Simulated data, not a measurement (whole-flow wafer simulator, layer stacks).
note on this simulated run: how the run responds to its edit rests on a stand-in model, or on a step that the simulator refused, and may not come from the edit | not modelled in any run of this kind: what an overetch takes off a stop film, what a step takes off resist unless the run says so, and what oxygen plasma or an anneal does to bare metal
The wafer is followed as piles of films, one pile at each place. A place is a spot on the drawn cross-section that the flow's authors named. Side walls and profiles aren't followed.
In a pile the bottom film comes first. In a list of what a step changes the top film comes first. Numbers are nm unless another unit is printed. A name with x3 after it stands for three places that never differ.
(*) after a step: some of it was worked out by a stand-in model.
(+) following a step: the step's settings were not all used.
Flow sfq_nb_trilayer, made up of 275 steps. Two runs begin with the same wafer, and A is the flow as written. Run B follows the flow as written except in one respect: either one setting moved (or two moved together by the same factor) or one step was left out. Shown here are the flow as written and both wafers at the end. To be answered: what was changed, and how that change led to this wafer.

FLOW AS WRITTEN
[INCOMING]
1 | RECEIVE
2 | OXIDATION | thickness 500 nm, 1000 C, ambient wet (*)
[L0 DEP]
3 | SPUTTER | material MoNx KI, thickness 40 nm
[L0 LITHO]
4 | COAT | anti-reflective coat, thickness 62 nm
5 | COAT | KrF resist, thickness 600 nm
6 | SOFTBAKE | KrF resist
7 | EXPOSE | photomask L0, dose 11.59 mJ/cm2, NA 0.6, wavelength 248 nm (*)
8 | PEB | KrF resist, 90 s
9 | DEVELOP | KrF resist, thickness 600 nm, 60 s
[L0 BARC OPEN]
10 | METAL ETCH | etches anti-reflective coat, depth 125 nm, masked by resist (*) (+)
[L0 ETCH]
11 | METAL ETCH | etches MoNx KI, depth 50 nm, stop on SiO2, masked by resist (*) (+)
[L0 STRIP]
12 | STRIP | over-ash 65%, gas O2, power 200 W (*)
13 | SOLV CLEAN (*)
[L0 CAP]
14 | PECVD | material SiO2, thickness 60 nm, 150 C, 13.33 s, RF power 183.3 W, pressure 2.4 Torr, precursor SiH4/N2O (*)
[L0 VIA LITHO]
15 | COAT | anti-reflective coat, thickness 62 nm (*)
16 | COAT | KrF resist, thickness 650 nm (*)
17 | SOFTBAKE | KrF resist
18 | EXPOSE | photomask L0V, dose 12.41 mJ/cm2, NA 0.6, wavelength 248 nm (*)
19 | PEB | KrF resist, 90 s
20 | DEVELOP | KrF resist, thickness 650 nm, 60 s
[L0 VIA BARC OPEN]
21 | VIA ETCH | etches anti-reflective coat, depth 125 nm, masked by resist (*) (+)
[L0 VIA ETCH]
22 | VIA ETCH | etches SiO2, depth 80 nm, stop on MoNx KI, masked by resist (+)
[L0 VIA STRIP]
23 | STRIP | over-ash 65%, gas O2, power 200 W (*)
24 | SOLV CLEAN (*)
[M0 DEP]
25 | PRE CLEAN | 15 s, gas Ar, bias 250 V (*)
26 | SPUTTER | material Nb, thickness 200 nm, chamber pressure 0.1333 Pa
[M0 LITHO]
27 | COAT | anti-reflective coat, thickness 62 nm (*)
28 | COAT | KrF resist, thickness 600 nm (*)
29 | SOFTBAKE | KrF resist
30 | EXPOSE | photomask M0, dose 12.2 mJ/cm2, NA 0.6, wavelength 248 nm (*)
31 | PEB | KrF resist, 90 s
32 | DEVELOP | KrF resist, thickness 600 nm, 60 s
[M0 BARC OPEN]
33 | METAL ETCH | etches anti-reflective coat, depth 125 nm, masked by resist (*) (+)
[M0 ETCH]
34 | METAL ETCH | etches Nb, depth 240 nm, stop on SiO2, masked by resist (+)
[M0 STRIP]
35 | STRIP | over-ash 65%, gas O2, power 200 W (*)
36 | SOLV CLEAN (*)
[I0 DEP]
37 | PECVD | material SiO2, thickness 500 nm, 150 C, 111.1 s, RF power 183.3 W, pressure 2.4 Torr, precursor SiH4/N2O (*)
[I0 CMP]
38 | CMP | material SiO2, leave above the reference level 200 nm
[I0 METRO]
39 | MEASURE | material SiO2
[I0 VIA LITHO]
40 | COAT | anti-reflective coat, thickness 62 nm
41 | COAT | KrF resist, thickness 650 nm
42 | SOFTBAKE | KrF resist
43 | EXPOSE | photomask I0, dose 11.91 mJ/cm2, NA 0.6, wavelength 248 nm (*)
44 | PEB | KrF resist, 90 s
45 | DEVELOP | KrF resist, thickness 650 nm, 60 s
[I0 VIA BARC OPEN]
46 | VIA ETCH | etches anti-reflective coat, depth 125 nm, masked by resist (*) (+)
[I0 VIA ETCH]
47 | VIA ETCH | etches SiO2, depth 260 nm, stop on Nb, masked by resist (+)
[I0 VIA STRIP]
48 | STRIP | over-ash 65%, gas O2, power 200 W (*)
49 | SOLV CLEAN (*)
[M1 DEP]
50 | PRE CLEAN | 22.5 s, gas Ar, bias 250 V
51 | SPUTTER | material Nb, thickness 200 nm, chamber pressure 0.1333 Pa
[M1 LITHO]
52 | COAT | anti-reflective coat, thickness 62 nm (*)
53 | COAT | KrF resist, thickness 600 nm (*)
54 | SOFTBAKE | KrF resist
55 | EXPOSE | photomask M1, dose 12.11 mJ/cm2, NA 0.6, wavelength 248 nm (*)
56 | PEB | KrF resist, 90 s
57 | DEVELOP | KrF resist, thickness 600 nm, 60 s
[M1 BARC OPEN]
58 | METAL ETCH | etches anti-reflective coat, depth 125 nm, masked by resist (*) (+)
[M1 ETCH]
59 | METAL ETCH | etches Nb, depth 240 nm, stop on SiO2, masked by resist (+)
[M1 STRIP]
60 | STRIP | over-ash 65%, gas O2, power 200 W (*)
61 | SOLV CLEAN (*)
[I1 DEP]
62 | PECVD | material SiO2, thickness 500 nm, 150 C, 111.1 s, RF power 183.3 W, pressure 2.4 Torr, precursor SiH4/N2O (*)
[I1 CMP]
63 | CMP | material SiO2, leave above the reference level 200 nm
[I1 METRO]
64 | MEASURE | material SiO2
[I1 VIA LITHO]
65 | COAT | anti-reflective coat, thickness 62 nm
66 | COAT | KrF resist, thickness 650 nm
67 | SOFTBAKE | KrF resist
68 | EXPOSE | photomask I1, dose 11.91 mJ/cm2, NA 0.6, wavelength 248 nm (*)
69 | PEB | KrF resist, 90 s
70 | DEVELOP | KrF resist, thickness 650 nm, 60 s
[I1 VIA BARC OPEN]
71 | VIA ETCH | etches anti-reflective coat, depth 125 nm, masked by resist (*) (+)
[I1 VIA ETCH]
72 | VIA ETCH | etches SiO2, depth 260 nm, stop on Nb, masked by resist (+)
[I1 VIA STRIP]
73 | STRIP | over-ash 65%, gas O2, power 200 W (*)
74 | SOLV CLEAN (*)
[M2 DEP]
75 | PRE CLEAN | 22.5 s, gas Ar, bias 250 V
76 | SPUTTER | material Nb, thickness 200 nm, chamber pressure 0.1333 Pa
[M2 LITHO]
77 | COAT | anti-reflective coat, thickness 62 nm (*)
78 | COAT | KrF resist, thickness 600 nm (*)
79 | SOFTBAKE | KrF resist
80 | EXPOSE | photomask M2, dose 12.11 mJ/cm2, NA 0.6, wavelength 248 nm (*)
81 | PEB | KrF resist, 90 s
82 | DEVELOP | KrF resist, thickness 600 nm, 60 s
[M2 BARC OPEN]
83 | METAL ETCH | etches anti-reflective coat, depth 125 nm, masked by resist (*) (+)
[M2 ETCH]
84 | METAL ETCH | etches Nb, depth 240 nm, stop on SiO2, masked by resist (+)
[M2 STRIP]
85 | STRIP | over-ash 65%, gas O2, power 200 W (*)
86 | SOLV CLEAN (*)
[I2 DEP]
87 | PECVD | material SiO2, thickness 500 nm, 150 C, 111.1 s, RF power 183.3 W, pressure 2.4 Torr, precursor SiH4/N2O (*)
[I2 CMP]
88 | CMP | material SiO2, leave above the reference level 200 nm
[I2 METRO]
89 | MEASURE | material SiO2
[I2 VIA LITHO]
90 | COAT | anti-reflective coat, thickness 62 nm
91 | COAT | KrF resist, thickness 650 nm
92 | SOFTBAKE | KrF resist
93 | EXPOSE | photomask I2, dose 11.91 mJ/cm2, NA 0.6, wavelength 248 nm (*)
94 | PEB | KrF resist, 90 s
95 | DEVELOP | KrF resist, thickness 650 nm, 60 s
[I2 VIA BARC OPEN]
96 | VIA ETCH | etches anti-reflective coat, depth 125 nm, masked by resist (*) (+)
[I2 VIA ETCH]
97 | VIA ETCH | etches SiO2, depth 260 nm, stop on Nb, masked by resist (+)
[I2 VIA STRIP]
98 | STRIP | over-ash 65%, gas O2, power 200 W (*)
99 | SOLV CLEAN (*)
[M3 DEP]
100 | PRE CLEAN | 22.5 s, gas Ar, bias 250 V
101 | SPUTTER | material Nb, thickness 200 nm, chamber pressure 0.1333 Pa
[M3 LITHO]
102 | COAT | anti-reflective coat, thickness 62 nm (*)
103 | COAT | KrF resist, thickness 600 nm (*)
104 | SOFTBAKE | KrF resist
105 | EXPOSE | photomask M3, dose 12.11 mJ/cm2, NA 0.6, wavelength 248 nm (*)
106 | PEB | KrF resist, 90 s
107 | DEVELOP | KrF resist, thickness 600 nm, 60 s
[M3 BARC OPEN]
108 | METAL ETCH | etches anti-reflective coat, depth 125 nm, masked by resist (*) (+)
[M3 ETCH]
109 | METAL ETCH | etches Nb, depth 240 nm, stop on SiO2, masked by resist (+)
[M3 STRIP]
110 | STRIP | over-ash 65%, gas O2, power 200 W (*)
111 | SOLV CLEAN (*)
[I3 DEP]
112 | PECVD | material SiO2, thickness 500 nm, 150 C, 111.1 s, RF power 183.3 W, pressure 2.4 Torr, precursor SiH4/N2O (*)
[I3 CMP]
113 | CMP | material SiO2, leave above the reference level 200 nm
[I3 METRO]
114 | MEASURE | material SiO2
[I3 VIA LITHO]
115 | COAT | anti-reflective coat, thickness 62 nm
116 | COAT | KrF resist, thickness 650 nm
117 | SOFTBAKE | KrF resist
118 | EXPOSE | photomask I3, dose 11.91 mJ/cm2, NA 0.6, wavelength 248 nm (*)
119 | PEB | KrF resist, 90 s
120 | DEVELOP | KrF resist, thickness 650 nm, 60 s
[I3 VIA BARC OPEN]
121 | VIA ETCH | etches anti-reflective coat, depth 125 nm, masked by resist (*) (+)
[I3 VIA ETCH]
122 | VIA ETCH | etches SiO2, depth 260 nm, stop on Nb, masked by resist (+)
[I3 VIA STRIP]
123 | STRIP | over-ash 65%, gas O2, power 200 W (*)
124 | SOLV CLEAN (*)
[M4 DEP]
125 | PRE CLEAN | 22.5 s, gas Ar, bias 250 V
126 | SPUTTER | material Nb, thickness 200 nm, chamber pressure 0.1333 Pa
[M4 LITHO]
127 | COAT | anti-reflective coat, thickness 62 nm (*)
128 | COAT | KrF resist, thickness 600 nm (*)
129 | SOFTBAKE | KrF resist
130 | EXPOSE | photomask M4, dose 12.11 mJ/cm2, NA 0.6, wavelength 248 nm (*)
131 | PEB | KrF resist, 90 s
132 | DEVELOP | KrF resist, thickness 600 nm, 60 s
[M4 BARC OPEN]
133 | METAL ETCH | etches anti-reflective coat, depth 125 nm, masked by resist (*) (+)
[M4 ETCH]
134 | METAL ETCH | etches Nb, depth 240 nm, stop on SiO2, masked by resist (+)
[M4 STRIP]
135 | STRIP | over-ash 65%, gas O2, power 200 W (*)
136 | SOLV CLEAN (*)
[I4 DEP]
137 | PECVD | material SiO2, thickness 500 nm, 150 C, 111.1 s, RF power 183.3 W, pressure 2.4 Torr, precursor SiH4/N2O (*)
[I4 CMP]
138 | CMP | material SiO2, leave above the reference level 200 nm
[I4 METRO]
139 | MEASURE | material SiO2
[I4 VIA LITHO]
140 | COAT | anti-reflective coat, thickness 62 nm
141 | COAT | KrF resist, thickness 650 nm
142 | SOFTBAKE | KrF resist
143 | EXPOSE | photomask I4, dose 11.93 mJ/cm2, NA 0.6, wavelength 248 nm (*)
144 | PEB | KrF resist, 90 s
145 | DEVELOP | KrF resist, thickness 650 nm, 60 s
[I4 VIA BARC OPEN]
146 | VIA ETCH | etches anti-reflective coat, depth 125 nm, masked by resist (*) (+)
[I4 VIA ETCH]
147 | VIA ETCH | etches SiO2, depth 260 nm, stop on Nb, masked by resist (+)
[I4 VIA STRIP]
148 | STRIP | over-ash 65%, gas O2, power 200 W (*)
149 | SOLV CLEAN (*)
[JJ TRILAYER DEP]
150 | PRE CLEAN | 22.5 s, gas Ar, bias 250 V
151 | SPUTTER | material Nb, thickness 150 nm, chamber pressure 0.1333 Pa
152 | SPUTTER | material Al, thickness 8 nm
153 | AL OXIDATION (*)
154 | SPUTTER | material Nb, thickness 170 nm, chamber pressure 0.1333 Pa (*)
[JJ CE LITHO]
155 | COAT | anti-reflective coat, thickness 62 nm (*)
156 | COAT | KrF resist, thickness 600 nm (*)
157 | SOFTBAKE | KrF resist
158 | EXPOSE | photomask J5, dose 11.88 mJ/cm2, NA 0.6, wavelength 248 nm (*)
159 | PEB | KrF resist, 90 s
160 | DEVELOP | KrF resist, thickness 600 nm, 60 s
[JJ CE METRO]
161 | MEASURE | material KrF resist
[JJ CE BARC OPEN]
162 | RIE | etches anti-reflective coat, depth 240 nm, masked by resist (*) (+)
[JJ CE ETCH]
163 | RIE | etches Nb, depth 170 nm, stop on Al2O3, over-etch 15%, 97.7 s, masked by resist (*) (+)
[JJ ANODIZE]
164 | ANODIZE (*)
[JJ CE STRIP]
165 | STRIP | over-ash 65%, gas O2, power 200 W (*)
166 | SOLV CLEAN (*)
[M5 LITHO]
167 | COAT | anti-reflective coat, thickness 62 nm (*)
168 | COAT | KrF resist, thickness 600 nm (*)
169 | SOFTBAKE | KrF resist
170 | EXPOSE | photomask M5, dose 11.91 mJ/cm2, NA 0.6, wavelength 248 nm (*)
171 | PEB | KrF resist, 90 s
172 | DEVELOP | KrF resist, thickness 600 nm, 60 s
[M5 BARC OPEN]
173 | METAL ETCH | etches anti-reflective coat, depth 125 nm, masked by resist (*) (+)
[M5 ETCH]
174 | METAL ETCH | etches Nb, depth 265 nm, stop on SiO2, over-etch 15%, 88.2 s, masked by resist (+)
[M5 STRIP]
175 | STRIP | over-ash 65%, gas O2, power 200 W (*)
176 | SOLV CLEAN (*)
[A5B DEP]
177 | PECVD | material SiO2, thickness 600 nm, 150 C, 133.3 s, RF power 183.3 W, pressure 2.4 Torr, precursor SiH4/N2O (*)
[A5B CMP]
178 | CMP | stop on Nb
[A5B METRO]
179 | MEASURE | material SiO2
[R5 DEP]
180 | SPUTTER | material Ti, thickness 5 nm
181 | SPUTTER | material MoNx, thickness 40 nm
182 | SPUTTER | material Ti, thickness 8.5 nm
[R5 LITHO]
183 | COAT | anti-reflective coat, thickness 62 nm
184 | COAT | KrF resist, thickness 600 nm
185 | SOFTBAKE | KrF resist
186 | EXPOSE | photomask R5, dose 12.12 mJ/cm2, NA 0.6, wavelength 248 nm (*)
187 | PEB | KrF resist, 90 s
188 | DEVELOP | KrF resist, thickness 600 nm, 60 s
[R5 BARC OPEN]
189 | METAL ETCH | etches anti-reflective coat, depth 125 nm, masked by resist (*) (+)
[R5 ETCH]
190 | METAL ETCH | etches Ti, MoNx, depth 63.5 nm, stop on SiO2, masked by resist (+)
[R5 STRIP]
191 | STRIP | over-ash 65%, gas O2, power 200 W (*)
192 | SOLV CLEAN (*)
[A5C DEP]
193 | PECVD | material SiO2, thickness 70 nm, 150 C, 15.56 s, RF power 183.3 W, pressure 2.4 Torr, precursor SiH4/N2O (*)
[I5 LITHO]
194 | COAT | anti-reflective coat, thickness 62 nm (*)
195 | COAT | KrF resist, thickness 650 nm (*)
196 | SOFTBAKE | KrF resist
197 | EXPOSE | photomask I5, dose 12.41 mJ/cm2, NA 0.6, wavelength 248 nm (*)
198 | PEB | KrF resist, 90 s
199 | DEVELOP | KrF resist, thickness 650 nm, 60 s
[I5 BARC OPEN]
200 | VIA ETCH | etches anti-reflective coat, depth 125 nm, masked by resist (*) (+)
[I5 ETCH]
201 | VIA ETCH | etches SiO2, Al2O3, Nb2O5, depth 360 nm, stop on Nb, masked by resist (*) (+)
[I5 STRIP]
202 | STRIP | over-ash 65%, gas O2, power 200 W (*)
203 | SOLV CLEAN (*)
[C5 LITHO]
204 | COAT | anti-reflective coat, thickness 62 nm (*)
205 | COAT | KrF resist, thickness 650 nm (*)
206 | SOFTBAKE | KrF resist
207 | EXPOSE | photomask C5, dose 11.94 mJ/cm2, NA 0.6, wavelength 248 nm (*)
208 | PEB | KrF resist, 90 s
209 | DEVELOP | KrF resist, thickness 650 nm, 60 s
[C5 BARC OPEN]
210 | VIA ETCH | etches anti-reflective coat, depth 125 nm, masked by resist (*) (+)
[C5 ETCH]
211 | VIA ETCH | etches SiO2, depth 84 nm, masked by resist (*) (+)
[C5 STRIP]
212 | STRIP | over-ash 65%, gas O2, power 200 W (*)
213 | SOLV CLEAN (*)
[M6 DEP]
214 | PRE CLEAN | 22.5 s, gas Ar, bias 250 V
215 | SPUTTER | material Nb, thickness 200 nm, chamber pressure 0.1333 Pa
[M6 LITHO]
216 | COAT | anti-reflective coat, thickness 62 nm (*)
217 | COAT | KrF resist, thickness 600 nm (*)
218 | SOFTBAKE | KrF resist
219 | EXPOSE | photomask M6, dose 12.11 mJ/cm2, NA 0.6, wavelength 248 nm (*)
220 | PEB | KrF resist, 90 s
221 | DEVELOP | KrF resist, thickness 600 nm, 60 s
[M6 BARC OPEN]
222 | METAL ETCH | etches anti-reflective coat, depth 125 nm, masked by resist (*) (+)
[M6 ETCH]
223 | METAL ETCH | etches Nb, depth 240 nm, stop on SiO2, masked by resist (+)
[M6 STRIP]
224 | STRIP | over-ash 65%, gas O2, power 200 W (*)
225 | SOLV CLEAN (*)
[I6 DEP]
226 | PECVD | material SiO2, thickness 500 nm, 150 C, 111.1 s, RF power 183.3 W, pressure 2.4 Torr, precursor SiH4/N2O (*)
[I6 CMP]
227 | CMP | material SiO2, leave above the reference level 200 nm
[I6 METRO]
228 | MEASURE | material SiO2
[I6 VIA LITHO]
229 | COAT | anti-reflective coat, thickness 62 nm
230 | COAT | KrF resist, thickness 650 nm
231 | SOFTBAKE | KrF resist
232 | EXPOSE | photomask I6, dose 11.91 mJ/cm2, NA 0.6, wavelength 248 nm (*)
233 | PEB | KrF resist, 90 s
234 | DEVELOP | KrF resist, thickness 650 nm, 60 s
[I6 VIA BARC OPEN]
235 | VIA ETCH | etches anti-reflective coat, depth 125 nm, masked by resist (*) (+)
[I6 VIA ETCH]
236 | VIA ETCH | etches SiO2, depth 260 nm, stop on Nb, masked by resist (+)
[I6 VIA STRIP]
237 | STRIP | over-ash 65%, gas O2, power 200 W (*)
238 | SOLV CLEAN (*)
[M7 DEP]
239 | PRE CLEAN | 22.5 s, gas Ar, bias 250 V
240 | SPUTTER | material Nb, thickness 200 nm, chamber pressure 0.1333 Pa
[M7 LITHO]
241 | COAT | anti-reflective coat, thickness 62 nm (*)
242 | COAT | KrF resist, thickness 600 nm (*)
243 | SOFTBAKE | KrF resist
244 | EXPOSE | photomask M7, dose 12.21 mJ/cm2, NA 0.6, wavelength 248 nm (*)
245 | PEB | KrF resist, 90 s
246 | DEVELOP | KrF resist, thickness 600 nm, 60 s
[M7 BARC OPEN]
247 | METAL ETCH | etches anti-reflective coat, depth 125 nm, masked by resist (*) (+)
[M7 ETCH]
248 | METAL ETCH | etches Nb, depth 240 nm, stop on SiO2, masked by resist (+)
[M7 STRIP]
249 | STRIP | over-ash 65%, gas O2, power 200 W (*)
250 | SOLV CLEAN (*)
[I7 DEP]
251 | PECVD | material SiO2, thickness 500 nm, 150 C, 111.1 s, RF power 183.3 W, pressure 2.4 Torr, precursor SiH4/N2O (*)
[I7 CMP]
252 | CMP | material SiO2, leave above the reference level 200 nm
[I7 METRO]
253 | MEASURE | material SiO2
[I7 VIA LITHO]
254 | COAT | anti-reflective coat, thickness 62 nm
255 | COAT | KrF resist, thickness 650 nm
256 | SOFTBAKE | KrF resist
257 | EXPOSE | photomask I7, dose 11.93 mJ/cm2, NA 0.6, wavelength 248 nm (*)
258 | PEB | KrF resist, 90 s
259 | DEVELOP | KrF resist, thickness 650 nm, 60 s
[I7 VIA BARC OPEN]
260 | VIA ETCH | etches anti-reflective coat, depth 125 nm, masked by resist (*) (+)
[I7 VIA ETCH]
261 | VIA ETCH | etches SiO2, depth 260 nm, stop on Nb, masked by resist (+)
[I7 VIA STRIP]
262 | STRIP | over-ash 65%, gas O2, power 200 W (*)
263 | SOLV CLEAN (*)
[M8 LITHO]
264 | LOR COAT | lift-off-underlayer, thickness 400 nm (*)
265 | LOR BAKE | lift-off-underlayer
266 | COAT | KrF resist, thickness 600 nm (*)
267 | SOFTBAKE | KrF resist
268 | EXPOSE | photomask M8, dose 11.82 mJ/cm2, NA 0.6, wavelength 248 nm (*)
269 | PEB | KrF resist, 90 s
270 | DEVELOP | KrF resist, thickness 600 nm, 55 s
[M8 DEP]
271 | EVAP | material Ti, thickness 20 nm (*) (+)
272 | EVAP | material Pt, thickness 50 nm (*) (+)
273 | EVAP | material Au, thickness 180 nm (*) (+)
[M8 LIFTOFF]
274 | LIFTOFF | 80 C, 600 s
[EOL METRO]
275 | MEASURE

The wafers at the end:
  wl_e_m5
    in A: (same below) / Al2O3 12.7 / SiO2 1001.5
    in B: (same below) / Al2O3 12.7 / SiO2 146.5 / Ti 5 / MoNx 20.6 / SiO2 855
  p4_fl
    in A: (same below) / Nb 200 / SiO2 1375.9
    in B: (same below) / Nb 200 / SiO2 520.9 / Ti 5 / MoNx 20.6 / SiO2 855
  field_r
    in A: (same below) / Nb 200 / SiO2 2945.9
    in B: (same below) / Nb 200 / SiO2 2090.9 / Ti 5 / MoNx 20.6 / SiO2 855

The reason: step 190, METAL ETCH: depth 27.9 nm was run, though the flow has depth 63.5 nm.

Step by step, how the change led to this:
  190 | METAL ETCH | etches Ti, MoNx, depth 63.5 nm, stop on SiO2, masked by resist (+)
      field_l, v_sur, via_wl and 92 more: A Ti loses 8.5 (all of it), MoNx loses 40 (all of it), Ti loses 5 (all of it) | B Ti loses 8.5 (all of it), MoNx loses 19.4
      ce_l, c5j, ce_r, wl_jj: A Ti loses 8.5 (all of it), MoNx loses 40 (all of it), Ti loses 5 (all of it), Nb loses 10 | B Ti loses 8.5 (all of it), MoNx loses 19.4
      (also at 7 further places)
  191 | STRIP | over-ash 65%, gas O2, power 200 W (*)
      be_r, r_sur, res, r_end, r5r_line_l, r5r_line_c, r5r_line_r: A KrF resist loses 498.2 (all of it), anti-reflective coat loses 62 (all of it) | B KrF resist loses 512.4 (all of it), anti-reflective coat loses 62 (all of it)
  193 | PECVD | material SiO2, thickness 70 nm, 150 C, 15.56 s, RF power 183.3 W, pressure 2.4 Torr, precursor SiH4/N2O (*)
      field_l, v_sur, via_wl and 92 more: A SiO2 gains 70 | B SiO2 gains 70 (new film)
  194 | COAT | anti-reflective coat, thickness 62 nm (*)
      wl_j_sl, wl_j_sr: A anti-reflective coat gains 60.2 (new film) | B anti-reflective coat gains 62 (new film)
      r5r_spacepad_l, r5r_spacepad_r: A anti-reflective coat gains 84.4 (new film) | B anti-reflective coat gains 73.4 (new film)
      (also at 15 further places)
  201 | VIA ETCH | etches SiO2, Al2O3, Nb2O5, depth 360 nm, stop on Nb, masked by resist (*) (+)
      be: A SiO2 loses 216.4 (all of it), Al2O3 loses 12.7 (all of it), Nb2O5 loses 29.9 (all of it) | B SiO2 loses 69.8 (all of it), MoNx loses 20.6 (all of it), Ti loses 5 (all of it), SiO2 loses 146.5 (all of it), Al2O3 loses 12.7 (all of it), Nb2O5 loses 29.9 (all of it)
  202 | STRIP | over-ash 65%, gas O2, power 200 W (*)
      wl_j_sl, wl_j_sr: A KrF resist loses 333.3 (all of it), anti-reflective coat loses 60.2 (all of it) | B KrF resist loses 333.3 (all of it), anti-reflective coat loses 62 (all of it)
      r5r_spacepad_l, r5r_spacepad_r: A KrF resist loses 335.6 (all of it), anti-reflective coat loses 84.4 (all of it) | B KrF resist loses 334.5 (all of it), anti-reflective coat loses 73.4 (all of it)
      (also at 15 further places)
  204 | COAT | anti-reflective coat, thickness 62 nm (*)
      wl_j_sl, wl_j_sr: A anti-reflective coat gains 60.2 (new film) | B anti-reflective coat gains 62 (new film)
      r5r_spacepad_l, r5r_spacepad_r: A anti-reflective coat gains 84.4 (new film) | B anti-reflective coat gains 73.4 (new film)
      (also at 17 further places)
  205 | COAT | KrF resist, thickness 650 nm (*)
      be: A KrF resist gains 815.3 (new film) | B KrF resist gains 833.4 (new film)
  210 | VIA ETCH | etches anti-reflective coat, depth 125 nm, masked by resist (*) (+)
      field_l, v_sur, via_wl and 101 more: A KrF resist loses 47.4 | B KrF resist loses 49.2
      c5j: A anti-reflective coat loses 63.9 (all of it), SiO2 loses 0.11 | B anti-reflective coat loses 61.2 (all of it), SiO2 loses 0.14
      (also at 1 further place)
  211 | VIA ETCH | etches SiO2, depth 84 nm, masked by resist (*) (+)
      c5j: A SiO2 loses 69.9 (all of it), Nb loses 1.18 | B SiO2 loses 69.9 (all of it)
  212 | STRIP | over-ash 65%, gas O2, power 200 W (*)
      wl_j_sl, wl_j_sr: A KrF resist loses 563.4 (all of it), anti-reflective coat loses 60.2 (all of it) | B KrF resist loses 561.4 (all of it), anti-reflective coat loses 62 (all of it)
      r5r_spacepad_l, r5r_spacepad_r: A KrF resist loses 565.8 (all of it), anti-reflective coat loses 84.4 (all of it) | B KrF resist loses 562.7 (all of it), anti-reflective coat loses 73.4 (all of it)
      (also at 15 further places)
  214 | PRE CLEAN | 22.5 s, gas Ar, bias 250 V
      c5j: A Nb loses 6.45 | B MoNx loses 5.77
  215 | SPUTTER | material Nb, thickness 200 nm, chamber pressure 0.1333 Pa
      c5j: A Nb gains 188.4 | B Nb gains 189.1 (new film)
      be: A Nb gains 147.3 | B Nb gains 141.7
  216 | COAT | anti-reflective coat, thickness 62 nm (*)
      r5r_line_l, r5r_line_c, r5r_line_r: A anti-reflective coat gains 50 (new film) | B anti-reflective coat gains 54.7 (new film)
      wl_j_sl, wl_j_sr: A anti-reflective coat gains 60.2 (new film) | B anti-reflective coat gains 62 (new film)
      (also at 17 further places)
  217 | COAT | KrF resist, thickness 600 nm (*)
      be: A KrF resist gains 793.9 (new film) | B KrF resist gains 822.8 (new film)
      be_r: A KrF resist gains 570.3 (new film) | B KrF resist gains 582.3 (new film)
      (also at 1 further place)
  222 | METAL ETCH | etches anti-reflective coat, depth 125 nm, masked by resist (*) (+)
      r5r_line_l, r5r_line_c, r5r_line_r: A anti-reflective coat loses 50 (all of it) | B anti-reflective coat loses 54.7 (all of it)
      r5r_spacepad_l, r5r_spacepad_r: A anti-reflective coat loses 85.7 (all of it) | B anti-reflective coat loses 73.7 (all of it)
      (also at 2 further places)
  ... 2 other steps ...
  227 | CMP | material SiO2, leave above the reference level 200 nm
      ce_l, ce_r, wl_jj: A SiO2 loses 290 | B SiO2 loses 300
      be_r, r_sur, r_end: A SiO2 loses 353.5 | B SiO2 loses 327.9
      (also at 7 further places)
With metal films that touch counted as one body, wl_e_m5 has 7 bodies (between them, from the top down: SiO2 146.5 / Al2O3 12.7 / Nb2O5 29.9; SiO2 192.5; SiO2 192.5; SiO2 192.5; SiO2 192.5; SiO2 192.5); the flow as written gives 6 bodies (between them, from the top down: SiO2 192.5; SiO2 192.5; SiO2 192.5; SiO2 192.5; SiO2 192.5).
With metal films that touch counted as one body, p4_fl has 3 bodies (between them, from the top down: SiO2 520.9; SiO2 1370); the flow as written gives 2 bodies (between them, from the top down: SiO2 1370).
With metal films that touch counted as one body, field_r has 2 bodies (between them, from the top down: SiO2 2090.9); the flow as written gives 1 body.
